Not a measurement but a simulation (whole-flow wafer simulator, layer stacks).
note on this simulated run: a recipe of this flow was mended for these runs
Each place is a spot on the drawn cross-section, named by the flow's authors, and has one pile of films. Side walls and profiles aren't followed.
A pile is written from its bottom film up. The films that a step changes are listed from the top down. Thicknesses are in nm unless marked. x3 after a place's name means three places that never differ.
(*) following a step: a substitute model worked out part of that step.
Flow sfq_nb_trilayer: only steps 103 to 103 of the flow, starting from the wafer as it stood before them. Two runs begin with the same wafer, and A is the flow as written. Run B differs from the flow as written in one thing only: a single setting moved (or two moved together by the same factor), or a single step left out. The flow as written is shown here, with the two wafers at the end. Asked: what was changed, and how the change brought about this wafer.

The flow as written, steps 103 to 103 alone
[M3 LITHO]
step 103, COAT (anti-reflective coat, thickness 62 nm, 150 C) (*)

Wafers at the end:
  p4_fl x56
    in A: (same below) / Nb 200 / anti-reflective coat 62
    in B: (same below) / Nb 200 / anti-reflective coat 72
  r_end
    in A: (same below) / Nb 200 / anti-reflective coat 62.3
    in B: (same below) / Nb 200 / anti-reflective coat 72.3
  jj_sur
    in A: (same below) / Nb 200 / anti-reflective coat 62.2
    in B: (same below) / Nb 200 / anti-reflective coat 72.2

Cause: step 103, COAT: thickness 72 nm was run, whereas the flow has thickness 62 nm.
One can read it off the wafer: p4_fl x56 has anti-reflective coat 72, and step 103 as written asks for 62 nm.

How this came from the change, step by step:
  step 103, COAT (anti-reflective coat, thickness 62 nm, 150 C) (*)
      p4_fl x56, wl_j_sl x15, wl_d_m1, l0r_line_l x3, m0r_space_l x2: A +62 anti-reflective coat (new film) | B +72 anti-reflective coat (new film)
      r_end, moat, field_r and 7 more: A +62.3 anti-reflective coat (new film) | B +72.3 anti-reflective coat (new film)
      (and at 19 other places as well)
